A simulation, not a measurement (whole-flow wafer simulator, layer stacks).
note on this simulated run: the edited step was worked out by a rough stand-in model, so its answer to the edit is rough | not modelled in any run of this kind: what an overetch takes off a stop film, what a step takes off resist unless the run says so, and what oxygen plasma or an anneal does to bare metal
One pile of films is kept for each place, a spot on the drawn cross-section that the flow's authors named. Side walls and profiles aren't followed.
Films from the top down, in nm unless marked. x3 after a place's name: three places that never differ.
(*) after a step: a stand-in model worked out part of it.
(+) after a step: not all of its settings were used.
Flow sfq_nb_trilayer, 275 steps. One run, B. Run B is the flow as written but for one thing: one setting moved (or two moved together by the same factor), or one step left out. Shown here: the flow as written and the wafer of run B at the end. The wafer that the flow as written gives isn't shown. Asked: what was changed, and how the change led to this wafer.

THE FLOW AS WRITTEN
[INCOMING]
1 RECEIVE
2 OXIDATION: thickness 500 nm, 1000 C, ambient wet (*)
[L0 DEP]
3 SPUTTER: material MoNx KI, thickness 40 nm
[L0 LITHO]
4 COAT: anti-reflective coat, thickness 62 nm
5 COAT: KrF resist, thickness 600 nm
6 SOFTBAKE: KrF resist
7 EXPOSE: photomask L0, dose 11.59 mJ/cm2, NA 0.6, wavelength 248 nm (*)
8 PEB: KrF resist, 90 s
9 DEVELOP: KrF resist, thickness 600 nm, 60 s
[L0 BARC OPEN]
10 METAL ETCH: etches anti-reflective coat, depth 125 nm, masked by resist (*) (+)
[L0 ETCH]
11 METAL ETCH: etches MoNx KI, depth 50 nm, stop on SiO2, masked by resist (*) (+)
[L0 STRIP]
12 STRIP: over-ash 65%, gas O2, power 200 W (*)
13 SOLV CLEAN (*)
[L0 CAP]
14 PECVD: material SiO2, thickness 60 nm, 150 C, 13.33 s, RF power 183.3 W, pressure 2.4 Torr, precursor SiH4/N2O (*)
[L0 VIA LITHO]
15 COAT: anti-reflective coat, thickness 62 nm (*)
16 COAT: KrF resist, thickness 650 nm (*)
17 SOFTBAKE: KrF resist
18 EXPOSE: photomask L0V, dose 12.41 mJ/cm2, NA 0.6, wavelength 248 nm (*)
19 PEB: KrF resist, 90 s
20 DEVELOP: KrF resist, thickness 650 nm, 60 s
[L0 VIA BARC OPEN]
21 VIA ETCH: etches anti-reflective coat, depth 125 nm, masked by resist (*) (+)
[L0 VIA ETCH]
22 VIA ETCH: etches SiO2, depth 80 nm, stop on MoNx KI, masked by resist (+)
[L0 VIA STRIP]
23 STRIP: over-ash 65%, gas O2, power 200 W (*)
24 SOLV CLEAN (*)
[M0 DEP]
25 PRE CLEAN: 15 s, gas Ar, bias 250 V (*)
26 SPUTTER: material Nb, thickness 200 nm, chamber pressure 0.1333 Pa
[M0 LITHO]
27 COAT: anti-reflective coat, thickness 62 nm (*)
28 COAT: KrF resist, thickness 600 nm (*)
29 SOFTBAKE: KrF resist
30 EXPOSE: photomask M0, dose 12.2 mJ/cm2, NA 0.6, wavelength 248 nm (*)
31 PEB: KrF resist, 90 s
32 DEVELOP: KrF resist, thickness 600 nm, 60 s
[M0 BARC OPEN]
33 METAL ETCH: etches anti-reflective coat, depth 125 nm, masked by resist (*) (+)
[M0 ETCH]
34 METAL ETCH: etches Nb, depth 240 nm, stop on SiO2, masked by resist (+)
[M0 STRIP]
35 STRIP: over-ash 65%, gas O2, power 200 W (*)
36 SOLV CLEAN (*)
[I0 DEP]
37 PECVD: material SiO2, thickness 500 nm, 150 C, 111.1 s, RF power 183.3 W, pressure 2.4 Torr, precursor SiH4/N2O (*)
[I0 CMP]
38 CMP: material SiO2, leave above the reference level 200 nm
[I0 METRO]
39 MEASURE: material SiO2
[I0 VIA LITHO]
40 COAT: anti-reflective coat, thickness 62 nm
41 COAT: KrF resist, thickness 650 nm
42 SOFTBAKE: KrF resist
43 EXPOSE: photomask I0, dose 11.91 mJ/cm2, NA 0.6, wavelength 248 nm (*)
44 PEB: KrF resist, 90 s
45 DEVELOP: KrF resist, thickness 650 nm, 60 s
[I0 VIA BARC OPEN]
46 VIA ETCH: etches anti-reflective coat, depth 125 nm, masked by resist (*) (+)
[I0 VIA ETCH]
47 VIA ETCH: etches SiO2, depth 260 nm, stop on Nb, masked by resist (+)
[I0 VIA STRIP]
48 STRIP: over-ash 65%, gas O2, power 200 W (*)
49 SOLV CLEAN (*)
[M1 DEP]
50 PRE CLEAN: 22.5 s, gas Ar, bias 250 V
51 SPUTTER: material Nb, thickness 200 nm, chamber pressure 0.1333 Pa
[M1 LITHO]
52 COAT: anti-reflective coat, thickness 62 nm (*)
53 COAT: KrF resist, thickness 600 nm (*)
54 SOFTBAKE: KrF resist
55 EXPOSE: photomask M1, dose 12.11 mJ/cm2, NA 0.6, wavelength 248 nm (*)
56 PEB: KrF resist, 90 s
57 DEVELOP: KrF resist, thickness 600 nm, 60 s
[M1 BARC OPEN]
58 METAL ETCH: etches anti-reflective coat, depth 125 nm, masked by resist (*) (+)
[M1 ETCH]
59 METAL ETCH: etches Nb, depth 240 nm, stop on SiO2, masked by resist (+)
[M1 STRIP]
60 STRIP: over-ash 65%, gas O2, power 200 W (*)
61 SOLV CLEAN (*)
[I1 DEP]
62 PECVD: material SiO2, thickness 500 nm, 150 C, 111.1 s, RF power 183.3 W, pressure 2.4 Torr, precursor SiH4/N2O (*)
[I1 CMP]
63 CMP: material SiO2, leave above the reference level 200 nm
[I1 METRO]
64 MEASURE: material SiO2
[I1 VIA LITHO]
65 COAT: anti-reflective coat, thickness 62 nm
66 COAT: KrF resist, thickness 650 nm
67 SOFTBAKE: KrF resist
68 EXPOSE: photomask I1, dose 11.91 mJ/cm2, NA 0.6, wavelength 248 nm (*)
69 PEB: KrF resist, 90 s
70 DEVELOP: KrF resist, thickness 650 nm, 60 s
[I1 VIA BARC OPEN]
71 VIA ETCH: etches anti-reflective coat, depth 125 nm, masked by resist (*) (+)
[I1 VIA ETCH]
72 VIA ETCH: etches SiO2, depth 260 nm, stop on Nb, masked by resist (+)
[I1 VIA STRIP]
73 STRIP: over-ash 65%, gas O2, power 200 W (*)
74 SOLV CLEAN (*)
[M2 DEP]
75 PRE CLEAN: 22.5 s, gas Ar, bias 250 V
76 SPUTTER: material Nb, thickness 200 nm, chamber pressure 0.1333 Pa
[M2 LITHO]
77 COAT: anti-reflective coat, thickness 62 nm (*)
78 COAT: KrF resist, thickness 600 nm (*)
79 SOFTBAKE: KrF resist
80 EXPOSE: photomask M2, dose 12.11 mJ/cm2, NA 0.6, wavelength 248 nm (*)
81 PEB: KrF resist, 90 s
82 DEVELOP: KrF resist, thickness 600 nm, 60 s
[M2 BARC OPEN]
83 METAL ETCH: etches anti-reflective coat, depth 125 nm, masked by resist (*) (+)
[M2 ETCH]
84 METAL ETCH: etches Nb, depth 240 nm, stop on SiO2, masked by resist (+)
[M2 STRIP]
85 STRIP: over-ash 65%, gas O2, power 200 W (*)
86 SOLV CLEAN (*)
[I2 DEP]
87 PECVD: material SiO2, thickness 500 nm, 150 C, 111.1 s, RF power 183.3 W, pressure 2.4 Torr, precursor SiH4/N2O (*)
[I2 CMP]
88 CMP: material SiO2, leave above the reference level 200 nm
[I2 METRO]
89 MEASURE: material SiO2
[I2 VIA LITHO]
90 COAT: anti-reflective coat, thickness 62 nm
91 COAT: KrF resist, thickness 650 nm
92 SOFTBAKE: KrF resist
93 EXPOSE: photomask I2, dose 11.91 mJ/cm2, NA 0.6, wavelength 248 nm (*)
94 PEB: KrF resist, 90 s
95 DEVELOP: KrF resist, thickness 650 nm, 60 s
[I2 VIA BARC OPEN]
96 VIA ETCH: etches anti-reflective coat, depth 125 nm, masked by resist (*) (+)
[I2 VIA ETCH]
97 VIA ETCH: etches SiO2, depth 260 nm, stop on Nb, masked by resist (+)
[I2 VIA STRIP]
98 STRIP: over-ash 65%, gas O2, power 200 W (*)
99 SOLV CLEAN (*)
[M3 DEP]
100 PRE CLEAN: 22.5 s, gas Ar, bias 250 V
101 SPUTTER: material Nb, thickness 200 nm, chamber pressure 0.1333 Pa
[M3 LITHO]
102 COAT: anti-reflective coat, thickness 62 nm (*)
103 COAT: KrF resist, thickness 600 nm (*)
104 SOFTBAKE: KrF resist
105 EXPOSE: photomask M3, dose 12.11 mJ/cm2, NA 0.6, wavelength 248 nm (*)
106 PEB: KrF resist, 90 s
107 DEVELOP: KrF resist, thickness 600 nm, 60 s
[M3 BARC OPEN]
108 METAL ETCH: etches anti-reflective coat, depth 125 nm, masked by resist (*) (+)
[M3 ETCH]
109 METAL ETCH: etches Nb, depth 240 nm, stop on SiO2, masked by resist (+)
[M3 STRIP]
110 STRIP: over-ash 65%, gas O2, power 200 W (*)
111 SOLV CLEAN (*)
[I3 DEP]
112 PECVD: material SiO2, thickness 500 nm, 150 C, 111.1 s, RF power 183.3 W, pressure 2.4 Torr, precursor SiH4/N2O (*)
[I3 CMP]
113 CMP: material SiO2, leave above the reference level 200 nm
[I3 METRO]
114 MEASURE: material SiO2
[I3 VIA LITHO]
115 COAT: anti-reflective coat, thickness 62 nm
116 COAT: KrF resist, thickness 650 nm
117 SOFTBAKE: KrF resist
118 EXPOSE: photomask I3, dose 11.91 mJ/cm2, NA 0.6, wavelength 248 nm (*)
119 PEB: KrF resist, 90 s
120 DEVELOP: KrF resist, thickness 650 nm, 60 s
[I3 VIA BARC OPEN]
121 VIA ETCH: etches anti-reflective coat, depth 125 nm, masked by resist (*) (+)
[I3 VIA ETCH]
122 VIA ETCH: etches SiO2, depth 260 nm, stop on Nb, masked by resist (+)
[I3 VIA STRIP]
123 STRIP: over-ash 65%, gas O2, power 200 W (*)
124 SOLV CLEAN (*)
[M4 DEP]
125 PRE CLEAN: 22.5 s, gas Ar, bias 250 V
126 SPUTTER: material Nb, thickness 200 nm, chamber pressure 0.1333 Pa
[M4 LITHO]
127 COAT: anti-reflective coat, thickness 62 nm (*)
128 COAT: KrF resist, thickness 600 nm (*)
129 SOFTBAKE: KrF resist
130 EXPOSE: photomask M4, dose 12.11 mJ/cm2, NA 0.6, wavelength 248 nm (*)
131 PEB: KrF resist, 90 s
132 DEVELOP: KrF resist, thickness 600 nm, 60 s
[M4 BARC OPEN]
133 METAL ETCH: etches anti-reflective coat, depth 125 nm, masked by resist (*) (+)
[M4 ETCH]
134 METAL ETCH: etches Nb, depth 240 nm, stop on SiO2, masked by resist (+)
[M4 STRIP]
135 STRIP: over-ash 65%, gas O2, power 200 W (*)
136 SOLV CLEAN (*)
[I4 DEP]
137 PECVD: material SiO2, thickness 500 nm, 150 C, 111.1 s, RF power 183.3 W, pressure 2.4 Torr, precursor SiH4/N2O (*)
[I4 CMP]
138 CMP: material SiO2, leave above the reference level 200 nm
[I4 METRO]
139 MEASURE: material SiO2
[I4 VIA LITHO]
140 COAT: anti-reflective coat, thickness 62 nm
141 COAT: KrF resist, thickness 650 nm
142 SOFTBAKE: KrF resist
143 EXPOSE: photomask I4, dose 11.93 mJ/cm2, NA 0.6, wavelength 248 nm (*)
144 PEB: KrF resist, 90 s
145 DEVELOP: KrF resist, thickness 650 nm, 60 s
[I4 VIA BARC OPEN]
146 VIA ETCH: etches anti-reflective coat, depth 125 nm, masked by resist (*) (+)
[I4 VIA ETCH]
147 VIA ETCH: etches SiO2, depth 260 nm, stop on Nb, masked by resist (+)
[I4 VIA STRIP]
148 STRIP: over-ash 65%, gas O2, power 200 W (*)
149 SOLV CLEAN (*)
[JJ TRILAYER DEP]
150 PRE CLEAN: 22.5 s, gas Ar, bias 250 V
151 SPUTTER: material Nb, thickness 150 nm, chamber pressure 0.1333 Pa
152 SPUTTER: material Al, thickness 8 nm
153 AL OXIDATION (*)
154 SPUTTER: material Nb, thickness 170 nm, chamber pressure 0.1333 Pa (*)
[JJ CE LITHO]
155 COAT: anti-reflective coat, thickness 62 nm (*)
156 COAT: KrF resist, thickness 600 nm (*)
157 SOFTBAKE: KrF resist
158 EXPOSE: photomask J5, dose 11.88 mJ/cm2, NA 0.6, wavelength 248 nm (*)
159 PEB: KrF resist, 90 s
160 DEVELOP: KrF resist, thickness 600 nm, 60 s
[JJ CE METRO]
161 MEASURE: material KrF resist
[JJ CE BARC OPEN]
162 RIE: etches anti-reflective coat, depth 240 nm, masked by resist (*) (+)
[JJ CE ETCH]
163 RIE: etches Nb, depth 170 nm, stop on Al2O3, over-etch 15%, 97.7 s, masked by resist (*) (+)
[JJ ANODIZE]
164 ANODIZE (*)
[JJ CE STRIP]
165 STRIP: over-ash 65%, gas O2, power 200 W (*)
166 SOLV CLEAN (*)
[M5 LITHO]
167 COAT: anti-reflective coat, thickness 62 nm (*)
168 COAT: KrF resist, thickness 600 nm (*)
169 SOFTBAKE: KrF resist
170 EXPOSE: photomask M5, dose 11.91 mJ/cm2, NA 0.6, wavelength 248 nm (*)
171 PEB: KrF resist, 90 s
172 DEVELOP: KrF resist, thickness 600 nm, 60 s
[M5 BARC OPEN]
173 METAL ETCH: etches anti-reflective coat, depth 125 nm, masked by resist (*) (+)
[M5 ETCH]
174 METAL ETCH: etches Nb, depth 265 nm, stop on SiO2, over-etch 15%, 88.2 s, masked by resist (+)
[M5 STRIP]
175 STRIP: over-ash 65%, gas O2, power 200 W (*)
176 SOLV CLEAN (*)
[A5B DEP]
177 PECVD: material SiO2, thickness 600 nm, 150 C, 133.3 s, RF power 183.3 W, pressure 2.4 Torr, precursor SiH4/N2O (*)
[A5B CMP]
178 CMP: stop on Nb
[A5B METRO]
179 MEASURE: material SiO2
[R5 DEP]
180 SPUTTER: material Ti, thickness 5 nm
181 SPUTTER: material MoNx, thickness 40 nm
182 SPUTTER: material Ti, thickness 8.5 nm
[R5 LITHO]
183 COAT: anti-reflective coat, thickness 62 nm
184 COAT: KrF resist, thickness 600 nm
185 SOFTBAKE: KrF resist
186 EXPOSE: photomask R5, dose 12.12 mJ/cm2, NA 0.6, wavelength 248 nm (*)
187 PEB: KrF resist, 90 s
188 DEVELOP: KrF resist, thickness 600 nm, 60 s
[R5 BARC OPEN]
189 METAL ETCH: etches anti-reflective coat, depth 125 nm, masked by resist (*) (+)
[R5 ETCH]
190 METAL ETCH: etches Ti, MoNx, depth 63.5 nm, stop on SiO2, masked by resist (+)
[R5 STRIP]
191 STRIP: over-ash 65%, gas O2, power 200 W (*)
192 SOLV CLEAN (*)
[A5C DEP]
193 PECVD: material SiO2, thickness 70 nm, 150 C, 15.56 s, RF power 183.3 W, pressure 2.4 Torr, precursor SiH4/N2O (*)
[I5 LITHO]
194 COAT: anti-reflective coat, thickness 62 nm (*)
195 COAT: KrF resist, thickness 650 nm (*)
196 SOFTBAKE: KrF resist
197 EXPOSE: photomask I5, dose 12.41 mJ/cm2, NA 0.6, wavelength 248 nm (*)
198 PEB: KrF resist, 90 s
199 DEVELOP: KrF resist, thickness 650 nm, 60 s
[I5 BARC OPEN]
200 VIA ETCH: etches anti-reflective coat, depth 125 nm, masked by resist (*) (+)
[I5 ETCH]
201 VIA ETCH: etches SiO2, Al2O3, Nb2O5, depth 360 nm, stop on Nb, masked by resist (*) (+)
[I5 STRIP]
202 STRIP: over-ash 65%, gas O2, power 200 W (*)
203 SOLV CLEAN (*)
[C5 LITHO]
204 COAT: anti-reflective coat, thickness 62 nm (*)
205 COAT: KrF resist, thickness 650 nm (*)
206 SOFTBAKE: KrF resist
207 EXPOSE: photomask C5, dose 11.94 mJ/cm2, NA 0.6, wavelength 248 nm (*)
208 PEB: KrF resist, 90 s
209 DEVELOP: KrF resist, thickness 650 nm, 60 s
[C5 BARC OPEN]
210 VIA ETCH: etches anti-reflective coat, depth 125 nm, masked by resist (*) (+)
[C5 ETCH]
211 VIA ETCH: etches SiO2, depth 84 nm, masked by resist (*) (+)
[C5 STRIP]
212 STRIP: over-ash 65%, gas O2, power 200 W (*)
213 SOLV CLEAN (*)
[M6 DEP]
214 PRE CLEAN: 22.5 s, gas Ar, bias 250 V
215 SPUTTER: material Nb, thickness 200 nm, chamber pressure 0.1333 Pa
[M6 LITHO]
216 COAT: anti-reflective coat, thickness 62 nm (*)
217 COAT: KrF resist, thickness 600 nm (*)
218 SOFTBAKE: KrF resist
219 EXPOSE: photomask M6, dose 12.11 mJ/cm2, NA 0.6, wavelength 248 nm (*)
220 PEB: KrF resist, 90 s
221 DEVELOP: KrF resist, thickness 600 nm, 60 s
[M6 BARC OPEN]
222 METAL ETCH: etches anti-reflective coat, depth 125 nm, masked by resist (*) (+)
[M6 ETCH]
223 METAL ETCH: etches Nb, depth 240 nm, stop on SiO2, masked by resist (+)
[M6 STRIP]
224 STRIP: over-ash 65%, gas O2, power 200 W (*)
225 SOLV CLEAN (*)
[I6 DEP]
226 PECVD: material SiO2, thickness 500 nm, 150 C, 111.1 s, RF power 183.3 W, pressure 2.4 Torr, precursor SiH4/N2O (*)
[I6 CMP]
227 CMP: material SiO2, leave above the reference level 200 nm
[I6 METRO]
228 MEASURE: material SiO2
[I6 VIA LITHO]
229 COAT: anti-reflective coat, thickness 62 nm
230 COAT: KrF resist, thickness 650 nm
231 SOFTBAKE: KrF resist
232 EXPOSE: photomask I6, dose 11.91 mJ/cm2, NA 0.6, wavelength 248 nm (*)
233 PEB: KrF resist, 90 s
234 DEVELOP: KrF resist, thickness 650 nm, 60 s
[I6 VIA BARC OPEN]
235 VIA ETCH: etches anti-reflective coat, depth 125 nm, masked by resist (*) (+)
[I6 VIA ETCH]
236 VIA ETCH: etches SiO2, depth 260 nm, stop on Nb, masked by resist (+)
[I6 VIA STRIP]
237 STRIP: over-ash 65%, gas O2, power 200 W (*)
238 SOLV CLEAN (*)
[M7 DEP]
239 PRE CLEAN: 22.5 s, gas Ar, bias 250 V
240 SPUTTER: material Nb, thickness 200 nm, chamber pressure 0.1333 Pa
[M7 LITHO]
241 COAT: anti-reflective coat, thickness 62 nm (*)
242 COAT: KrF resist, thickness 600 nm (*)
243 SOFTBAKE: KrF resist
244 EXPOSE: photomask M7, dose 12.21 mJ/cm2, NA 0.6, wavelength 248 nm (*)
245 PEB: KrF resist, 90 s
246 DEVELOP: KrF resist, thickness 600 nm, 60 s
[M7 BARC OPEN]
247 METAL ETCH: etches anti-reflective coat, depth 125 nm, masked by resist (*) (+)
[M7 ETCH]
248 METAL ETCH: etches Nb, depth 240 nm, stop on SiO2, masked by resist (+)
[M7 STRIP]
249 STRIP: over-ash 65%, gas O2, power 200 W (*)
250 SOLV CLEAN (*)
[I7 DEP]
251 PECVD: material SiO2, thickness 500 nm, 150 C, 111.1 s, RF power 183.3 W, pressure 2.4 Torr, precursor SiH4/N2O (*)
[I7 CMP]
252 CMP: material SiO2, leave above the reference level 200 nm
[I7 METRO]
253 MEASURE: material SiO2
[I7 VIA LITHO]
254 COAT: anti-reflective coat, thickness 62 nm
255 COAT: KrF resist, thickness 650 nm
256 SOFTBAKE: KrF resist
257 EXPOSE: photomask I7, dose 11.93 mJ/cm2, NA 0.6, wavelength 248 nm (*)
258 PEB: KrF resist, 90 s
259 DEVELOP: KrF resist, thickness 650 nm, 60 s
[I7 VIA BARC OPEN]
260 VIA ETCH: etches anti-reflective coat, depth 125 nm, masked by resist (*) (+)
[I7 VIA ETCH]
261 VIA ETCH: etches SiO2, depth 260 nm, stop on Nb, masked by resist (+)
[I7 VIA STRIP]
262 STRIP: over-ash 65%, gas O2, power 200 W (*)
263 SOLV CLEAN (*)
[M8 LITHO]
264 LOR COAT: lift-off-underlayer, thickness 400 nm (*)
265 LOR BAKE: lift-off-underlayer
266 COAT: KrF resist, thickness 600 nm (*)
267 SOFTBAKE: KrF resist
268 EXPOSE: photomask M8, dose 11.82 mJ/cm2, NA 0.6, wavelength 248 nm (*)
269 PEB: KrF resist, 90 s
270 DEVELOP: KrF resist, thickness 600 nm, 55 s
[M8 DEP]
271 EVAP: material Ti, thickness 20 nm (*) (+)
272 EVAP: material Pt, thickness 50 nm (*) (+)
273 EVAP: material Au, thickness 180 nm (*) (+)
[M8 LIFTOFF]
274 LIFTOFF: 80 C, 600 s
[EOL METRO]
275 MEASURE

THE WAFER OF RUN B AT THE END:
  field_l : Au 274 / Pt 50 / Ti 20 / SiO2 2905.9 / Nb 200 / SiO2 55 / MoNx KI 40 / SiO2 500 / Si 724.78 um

The cause: step 273, EVAP: thickness 274 nm was run, where the flow has thickness 180 nm.
It can be read off the wafer: field_l has Au 274, and step 273 as written asks for 180 nm.

How the change led to this, step by step:
  273 EVAP: material Au, thickness 180 nm (*) (+)
      field_l, v_sur, via_wl and 103 more: Au +274 (new film) (as written it would be: Au +180 (new film))
  274 LIFTOFF: 80 C, 600 s
      p4_fl, p4_fm, p4_w1 and 71 more: Au -274 (all of it), Pt -50 (all of it), Ti -20 (all of it), KrF resist -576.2 (all of it), lift-off-underlayer -400 (all of it) (as written it would be: Au -180 (all of it), Pt -50 (all of it), Ti -20 (all of it), KrF resist -576.2 (all of it), lift-off-underlayer -400 (all of it))
      c5j, ce_r: Au -274 (all of it), Pt -50 (all of it), Ti -20 (all of it), KrF resist -573.3 (all of it), lift-off-underlayer -399.3 (all of it) (as written it would be: Au -180 (all of it), Pt -50 (all of it), Ti -20 (all of it), KrF resist -573.3 (all of it), lift-off-underlayer -399.3 (all of it))
      (and at 19 more places)
